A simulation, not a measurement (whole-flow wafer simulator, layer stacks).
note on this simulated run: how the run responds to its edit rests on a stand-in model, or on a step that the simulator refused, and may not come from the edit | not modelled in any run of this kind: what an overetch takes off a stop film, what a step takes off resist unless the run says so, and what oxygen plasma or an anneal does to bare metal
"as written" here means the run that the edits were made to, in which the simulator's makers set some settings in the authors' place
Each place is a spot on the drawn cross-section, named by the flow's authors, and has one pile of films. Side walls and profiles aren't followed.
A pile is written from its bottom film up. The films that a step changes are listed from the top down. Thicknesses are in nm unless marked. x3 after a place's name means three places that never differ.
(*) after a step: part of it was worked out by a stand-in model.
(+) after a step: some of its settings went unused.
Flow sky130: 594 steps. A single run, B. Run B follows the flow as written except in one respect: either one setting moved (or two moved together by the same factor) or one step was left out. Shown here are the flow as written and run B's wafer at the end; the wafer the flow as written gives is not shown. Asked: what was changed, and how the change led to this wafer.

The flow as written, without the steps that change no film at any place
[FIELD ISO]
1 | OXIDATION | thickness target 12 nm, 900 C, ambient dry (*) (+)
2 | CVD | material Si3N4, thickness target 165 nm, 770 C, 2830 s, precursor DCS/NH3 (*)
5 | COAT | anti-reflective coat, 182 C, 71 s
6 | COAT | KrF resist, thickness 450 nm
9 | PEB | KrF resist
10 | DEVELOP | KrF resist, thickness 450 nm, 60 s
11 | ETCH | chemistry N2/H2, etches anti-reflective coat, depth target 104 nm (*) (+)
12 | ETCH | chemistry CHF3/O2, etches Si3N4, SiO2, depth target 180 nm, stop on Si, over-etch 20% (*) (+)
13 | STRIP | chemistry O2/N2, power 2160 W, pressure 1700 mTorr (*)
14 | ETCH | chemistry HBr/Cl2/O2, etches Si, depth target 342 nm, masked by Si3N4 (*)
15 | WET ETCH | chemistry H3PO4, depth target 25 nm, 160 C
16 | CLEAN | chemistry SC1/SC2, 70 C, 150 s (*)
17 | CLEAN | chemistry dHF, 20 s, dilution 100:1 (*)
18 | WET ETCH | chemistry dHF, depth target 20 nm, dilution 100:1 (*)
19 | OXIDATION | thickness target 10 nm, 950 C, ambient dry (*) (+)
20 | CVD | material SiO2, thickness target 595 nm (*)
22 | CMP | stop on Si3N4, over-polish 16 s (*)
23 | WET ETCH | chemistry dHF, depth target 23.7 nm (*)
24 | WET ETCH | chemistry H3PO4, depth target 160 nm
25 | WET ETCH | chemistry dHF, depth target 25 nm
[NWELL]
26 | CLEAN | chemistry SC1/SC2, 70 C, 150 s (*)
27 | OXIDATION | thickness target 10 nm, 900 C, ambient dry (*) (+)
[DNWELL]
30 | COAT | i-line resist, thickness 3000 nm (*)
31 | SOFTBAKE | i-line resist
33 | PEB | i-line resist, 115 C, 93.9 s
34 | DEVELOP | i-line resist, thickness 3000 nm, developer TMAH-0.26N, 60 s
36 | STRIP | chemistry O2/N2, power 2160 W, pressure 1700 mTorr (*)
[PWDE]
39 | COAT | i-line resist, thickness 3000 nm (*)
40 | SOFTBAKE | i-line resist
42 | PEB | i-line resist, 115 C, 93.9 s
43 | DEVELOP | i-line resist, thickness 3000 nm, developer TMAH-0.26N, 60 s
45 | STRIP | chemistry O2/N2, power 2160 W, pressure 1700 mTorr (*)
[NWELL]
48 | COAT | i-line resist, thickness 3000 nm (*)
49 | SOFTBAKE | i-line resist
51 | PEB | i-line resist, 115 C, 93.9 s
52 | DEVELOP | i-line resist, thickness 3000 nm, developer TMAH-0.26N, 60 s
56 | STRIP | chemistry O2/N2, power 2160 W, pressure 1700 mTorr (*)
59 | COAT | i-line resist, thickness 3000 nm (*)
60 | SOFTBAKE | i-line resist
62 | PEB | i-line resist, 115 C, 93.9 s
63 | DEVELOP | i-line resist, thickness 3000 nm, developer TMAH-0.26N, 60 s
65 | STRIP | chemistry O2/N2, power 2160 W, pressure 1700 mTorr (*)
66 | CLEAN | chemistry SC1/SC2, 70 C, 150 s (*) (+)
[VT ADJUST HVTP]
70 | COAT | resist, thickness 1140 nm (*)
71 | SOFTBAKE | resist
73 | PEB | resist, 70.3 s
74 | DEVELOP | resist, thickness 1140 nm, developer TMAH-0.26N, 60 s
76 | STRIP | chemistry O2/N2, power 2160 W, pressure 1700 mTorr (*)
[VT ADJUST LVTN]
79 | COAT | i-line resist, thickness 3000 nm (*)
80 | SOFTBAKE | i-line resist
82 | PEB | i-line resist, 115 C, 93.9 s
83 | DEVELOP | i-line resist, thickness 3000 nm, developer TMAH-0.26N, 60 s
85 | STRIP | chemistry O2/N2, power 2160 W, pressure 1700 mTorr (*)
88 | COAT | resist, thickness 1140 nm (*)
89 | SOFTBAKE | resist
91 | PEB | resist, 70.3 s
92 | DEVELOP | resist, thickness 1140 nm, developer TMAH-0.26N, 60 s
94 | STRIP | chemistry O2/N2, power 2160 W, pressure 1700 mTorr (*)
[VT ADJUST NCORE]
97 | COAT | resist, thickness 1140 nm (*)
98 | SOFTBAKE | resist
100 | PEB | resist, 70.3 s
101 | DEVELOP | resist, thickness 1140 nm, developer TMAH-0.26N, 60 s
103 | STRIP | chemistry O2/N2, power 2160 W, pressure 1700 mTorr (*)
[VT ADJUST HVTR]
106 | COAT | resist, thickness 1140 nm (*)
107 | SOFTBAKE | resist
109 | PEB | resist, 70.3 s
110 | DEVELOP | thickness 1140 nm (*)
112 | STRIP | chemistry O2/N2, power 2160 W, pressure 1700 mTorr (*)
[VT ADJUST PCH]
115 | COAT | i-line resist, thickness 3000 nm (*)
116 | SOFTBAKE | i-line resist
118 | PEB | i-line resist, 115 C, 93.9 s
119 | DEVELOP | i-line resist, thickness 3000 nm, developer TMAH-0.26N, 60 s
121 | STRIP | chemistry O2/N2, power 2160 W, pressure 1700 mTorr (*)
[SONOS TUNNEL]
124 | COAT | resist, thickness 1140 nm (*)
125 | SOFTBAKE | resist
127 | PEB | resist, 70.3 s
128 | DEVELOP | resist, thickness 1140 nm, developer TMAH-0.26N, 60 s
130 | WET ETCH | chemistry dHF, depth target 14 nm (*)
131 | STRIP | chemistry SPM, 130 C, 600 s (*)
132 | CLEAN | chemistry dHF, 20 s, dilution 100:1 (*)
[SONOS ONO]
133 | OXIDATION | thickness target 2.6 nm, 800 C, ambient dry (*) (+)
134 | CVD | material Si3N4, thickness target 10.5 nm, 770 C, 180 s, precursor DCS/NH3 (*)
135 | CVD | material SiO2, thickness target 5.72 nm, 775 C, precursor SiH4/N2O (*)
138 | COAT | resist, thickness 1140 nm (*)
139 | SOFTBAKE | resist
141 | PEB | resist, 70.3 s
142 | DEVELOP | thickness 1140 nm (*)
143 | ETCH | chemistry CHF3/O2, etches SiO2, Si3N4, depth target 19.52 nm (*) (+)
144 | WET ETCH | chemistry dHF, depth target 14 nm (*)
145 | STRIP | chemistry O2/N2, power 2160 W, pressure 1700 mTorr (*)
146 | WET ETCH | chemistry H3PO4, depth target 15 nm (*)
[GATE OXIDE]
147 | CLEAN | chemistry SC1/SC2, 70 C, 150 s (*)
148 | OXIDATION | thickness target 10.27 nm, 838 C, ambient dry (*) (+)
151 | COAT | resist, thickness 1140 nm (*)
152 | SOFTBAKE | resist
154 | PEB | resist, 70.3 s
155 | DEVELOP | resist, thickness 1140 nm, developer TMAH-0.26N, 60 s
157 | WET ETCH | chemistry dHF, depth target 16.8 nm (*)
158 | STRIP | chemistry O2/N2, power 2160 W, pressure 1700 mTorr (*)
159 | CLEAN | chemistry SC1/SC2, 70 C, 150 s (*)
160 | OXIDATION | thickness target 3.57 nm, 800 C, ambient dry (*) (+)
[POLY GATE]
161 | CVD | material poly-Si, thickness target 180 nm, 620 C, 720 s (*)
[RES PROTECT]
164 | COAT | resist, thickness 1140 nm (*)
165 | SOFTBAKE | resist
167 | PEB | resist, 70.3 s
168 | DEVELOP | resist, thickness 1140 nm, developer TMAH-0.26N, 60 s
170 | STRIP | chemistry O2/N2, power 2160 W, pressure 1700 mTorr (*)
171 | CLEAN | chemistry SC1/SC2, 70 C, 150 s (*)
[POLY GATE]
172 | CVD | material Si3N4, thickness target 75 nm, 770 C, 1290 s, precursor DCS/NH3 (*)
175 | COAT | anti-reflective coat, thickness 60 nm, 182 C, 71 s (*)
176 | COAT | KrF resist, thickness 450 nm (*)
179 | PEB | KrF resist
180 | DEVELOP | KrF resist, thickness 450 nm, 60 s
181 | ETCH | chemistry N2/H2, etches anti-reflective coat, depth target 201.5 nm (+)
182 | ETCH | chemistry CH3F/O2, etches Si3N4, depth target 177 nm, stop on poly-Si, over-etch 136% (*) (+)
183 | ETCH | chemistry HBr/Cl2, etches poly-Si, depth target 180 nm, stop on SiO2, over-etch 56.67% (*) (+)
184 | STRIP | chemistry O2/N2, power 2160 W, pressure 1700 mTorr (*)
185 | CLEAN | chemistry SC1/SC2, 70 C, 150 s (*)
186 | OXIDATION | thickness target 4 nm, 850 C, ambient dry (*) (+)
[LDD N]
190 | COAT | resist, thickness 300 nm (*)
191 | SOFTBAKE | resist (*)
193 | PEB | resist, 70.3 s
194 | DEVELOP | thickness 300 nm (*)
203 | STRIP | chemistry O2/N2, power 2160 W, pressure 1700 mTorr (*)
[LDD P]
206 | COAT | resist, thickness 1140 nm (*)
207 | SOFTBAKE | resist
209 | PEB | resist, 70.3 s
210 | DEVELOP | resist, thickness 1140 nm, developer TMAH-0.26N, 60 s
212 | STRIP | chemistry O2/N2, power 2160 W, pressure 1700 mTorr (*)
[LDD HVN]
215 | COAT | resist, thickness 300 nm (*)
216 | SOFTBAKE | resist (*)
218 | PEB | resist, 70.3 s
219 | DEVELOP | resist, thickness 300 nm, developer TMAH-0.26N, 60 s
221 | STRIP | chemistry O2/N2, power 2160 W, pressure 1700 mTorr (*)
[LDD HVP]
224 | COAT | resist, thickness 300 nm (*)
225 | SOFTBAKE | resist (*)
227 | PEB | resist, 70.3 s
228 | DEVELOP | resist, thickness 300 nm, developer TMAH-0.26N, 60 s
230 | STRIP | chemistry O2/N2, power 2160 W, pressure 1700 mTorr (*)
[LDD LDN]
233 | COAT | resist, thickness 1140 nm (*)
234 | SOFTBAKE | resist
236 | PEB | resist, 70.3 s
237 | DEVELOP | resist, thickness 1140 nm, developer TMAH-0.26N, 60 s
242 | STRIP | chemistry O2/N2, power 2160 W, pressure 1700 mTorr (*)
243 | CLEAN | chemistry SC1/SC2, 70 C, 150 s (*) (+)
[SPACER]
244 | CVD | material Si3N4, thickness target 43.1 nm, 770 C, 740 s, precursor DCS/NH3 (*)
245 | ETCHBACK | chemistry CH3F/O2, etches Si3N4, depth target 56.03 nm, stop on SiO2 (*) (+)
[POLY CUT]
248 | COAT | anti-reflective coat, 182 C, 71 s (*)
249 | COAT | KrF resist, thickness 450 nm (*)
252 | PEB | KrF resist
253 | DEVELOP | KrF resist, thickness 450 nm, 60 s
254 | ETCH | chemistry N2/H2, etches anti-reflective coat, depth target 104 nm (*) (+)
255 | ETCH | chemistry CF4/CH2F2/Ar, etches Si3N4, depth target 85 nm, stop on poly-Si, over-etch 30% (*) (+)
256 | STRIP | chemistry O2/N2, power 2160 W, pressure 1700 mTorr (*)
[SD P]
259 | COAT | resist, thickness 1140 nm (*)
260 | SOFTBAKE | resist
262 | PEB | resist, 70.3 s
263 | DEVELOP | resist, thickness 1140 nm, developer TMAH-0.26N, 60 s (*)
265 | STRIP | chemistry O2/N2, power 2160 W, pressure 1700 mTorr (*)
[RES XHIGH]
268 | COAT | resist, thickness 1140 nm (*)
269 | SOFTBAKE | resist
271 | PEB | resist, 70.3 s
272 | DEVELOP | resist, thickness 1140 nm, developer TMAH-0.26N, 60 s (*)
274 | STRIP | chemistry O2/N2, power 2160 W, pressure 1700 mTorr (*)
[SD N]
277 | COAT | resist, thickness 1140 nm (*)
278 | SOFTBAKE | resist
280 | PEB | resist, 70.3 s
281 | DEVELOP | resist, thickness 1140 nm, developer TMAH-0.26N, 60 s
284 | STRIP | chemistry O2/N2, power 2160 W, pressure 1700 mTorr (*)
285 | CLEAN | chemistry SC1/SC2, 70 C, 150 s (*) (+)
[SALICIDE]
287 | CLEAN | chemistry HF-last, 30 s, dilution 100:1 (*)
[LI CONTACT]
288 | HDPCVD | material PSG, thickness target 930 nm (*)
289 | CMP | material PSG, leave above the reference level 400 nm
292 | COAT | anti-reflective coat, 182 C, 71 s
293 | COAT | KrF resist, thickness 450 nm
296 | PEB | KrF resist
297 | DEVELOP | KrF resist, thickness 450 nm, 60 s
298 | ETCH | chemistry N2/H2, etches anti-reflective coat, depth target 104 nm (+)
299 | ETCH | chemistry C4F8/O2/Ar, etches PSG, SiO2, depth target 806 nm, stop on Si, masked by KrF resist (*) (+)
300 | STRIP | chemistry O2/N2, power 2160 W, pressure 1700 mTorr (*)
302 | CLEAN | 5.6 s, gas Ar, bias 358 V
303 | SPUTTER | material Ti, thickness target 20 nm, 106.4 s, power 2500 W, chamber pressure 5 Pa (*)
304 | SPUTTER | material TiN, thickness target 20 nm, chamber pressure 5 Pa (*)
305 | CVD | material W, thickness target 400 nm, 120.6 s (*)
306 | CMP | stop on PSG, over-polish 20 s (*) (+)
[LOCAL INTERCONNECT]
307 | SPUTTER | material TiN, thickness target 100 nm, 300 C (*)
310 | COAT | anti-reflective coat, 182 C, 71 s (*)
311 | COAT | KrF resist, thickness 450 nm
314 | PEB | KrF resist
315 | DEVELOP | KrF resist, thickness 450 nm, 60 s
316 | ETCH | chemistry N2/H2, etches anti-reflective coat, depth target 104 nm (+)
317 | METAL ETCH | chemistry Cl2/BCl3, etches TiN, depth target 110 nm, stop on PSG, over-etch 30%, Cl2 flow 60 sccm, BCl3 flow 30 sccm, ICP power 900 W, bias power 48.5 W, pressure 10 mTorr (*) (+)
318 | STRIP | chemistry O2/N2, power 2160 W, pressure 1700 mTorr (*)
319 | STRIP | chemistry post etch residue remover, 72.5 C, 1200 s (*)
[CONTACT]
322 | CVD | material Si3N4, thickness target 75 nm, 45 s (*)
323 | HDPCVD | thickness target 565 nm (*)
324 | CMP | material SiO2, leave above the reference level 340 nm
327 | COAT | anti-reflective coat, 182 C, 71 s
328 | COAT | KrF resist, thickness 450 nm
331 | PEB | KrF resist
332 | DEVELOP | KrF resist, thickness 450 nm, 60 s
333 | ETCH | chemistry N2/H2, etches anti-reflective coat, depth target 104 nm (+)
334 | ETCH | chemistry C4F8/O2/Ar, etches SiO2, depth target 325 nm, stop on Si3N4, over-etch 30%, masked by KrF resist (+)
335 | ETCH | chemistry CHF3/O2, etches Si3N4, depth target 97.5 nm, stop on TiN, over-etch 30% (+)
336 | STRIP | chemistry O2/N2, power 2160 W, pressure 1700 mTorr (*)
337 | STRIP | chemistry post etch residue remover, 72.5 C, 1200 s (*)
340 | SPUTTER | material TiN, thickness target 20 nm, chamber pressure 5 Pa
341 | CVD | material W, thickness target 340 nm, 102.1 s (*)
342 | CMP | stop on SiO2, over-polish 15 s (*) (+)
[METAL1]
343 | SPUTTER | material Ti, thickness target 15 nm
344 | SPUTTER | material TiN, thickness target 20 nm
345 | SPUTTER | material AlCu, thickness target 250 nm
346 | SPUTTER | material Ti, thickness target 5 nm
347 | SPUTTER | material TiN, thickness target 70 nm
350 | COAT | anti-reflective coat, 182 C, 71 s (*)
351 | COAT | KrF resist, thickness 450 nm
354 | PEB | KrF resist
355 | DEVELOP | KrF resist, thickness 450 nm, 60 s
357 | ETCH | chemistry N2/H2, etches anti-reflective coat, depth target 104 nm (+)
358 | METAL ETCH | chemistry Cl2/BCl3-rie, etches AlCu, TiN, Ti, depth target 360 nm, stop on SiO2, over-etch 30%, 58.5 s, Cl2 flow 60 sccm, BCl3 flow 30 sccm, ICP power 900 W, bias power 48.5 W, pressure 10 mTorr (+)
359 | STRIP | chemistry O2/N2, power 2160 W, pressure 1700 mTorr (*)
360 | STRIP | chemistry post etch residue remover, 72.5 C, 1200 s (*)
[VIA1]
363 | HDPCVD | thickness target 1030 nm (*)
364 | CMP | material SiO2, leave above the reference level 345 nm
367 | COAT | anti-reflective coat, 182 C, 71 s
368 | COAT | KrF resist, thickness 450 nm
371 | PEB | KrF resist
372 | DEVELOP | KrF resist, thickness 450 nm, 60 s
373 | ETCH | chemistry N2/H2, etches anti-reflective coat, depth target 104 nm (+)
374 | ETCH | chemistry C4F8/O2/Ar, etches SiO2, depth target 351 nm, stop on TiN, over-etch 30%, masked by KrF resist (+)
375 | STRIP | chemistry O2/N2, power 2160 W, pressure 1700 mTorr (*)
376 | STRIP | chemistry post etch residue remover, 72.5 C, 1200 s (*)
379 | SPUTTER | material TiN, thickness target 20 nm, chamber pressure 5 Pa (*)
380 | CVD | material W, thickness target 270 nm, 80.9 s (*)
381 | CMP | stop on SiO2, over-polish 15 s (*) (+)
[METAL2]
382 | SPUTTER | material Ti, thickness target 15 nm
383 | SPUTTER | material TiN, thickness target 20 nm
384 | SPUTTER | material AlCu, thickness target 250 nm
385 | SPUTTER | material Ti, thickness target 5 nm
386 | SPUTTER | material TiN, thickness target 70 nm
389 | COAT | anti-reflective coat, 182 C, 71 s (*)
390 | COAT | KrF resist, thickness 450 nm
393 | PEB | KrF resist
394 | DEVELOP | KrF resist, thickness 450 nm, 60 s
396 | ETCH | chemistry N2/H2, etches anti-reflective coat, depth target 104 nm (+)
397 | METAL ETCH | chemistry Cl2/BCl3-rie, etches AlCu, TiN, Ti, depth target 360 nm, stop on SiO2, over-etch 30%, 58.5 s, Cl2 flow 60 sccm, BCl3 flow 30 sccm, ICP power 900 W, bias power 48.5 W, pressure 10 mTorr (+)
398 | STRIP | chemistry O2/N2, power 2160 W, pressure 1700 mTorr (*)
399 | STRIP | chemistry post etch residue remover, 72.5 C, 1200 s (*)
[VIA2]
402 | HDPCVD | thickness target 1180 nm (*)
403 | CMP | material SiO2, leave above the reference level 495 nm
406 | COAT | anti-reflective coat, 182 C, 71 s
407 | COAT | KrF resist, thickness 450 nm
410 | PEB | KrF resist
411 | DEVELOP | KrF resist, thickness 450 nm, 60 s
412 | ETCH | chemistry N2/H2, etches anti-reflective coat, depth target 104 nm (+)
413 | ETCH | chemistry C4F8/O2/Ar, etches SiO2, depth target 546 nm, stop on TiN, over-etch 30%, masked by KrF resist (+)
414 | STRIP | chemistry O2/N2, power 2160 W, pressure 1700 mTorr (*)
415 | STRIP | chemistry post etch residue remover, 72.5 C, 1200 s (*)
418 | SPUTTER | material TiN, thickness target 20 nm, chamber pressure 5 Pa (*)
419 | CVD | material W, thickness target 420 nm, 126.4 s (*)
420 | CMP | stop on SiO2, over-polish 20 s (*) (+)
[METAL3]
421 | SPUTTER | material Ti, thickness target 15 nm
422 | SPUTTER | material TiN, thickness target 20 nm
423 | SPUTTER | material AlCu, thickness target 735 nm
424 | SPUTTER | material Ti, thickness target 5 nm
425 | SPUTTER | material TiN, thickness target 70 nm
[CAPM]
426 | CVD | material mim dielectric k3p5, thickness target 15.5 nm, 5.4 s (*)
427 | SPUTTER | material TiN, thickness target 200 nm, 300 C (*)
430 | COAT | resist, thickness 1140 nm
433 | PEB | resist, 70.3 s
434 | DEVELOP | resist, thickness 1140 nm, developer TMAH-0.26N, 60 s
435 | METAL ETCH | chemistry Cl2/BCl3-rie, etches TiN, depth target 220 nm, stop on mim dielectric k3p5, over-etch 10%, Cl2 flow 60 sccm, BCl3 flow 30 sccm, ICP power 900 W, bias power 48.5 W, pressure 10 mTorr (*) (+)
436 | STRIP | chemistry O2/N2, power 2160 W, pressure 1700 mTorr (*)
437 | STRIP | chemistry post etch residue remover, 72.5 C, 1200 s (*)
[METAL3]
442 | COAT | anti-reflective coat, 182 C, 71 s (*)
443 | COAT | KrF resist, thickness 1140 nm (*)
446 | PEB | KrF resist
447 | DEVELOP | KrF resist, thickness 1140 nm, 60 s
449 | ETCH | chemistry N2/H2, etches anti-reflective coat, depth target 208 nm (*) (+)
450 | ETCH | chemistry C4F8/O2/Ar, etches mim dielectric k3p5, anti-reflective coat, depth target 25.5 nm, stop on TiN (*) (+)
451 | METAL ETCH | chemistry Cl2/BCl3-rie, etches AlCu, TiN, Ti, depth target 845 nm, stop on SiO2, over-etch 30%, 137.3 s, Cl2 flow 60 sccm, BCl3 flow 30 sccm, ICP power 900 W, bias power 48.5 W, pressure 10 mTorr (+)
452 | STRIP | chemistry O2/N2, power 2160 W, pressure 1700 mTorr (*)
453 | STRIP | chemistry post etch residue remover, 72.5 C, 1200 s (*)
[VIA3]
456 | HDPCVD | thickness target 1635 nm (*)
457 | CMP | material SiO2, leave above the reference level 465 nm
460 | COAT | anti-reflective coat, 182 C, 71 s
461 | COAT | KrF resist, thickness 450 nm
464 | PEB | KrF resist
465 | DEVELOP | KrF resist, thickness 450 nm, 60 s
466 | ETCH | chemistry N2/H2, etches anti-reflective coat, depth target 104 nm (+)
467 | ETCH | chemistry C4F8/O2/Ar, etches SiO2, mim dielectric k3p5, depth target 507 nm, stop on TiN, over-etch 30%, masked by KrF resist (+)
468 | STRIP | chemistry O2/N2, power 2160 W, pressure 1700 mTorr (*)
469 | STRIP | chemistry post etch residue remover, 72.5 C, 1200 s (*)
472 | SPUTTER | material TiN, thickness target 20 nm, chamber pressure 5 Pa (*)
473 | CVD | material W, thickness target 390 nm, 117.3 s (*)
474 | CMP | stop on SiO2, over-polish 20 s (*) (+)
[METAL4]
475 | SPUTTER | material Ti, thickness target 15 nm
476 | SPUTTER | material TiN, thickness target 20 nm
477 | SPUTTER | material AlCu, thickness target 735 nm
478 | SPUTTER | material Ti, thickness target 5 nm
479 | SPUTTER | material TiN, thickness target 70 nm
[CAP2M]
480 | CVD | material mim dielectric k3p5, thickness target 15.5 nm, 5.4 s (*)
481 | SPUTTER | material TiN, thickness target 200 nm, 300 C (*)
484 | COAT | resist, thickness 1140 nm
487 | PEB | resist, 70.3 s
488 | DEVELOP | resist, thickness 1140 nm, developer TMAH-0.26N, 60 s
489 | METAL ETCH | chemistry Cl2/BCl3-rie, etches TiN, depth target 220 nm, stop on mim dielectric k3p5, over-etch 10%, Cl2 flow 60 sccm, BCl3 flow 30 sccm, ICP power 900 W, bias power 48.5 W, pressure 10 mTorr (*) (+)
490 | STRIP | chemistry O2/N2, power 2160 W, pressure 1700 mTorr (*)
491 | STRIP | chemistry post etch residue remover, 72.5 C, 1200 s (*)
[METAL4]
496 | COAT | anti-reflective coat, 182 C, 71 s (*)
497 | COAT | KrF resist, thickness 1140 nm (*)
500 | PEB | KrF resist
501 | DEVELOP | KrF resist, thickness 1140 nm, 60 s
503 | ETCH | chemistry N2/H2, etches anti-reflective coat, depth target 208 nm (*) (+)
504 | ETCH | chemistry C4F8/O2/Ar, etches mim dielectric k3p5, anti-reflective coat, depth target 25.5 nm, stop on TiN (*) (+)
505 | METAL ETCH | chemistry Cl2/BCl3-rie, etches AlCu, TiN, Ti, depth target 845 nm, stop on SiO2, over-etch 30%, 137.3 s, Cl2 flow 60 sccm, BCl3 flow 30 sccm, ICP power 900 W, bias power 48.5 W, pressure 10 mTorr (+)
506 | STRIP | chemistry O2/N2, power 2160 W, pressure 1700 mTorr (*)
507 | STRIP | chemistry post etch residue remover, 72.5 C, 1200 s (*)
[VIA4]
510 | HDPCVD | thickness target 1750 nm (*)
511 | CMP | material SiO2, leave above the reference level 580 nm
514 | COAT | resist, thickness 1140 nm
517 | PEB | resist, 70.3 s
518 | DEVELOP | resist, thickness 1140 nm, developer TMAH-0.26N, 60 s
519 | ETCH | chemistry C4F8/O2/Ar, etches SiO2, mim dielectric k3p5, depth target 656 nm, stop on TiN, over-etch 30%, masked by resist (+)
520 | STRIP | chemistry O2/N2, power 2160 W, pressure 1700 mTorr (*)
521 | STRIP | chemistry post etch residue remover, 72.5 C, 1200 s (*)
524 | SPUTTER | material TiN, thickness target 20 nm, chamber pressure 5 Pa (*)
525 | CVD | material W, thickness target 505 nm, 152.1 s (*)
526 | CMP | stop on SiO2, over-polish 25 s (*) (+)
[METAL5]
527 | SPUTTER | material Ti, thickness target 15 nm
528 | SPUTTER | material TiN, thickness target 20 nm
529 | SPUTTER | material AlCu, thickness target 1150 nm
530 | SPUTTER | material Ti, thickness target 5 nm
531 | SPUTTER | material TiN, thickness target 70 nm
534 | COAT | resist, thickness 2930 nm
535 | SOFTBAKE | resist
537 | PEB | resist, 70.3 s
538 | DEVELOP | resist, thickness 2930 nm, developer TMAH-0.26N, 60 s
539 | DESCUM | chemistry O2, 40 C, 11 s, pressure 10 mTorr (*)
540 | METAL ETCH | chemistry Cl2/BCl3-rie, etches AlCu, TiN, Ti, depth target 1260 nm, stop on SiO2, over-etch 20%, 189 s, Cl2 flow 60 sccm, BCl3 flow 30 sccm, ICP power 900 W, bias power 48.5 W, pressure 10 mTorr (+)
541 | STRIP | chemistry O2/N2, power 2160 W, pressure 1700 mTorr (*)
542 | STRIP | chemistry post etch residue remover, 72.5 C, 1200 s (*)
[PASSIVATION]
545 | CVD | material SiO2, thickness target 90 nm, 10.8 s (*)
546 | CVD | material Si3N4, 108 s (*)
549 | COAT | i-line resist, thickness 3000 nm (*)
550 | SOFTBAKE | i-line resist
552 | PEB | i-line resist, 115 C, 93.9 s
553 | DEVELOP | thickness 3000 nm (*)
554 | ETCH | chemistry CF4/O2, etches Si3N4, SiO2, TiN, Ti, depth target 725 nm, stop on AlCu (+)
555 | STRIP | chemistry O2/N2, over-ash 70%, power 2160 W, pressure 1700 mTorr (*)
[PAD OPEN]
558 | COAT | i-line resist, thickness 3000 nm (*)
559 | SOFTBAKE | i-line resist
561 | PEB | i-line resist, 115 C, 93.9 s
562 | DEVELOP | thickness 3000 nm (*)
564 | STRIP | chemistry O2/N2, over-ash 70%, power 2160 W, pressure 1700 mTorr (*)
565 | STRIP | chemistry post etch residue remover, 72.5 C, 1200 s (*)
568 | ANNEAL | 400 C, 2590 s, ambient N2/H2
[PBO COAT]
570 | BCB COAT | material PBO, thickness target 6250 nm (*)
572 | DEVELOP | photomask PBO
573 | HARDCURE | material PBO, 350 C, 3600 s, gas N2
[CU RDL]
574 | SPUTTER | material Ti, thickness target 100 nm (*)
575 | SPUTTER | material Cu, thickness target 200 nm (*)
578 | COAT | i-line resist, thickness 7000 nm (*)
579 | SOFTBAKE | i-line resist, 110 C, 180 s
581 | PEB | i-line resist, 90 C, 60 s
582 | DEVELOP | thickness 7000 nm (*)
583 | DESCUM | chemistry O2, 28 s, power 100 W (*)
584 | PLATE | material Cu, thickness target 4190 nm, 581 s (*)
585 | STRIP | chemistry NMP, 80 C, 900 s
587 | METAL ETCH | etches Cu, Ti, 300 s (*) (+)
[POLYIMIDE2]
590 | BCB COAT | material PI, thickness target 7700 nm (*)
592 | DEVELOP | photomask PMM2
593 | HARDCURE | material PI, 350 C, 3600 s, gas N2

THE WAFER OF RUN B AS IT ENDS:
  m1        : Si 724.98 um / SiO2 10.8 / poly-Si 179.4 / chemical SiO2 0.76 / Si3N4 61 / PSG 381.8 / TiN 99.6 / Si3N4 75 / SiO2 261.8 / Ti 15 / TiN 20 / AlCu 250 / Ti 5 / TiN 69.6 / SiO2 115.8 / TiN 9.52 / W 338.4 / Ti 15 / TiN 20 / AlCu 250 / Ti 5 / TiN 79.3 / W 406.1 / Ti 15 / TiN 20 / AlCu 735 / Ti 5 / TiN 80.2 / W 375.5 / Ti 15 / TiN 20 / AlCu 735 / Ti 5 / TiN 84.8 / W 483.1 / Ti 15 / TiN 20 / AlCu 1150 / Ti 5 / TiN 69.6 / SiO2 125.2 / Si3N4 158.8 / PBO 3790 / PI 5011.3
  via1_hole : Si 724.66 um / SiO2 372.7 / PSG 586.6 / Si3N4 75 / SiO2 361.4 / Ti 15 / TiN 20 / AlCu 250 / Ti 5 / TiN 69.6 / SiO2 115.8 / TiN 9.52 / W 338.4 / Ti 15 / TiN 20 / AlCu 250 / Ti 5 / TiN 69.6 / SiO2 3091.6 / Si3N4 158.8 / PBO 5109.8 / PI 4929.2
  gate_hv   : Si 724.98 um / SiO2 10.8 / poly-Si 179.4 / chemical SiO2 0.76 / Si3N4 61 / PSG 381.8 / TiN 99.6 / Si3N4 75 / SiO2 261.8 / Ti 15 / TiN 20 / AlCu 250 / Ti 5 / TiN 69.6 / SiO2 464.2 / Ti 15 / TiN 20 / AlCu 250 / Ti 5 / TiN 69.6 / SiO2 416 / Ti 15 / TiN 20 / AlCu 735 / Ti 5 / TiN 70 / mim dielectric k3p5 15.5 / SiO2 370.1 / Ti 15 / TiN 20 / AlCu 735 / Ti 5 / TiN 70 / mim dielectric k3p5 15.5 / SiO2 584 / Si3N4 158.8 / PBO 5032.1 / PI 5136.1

What caused this: step 364, CMP: leave above the reference level 542 nm was run, though the flow has leave above the reference level 345 nm.

The path from the change to this, step by step:
  364 | CMP | material SiO2, leave above the reference level 345 nm
      n_well, p_well, gate_hv and 100 more: -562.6 SiO2 (in the flow as written it would be: -759.6 SiO2)
      field, active, gate and 81 more: -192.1 SiO2 (in the flow as written it would be: -389.1 SiO2)
      (as well as at 4 more places)
  374 | ETCH | chemistry C4F8/O2/Ar, etches SiO2, depth target 351 nm, stop on TiN, over-etch 30%, masked by KrF resist (+)
      m1, via1_hole: -351 SiO2 (in the flow as written it would be: -269.8 SiO2 (all of it))
  379 | SPUTTER | material TiN, thickness target 20 nm, chamber pressure 5 Pa (*)
      m1: +9.52 TiN (new film) (in the flow as written it would be: +11 TiN)
      via1_hole: +9.52 TiN (new film) (in the flow as written it would be: +10.9 TiN)
  380 | CVD | material W, thickness target 270 nm, 80.9 s (*)
      m1, via1_hole: +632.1 W (new film) (in the flow as written it would be: +549.9 W (new film))
With metal films that touch counted as one body, m1 has 3 bodies (between them, from the top down: SiO2 115.8; SiO2 261.8 / Si3N4 75); the flow as written gives 2 bodies (between them, from the top down: SiO2 261.8 / Si3N4 75).
With metal films that touch counted as one body, via1_hole has 2 bodies (between them, from the top down: SiO2 115.8); the flow as written gives 1 body.
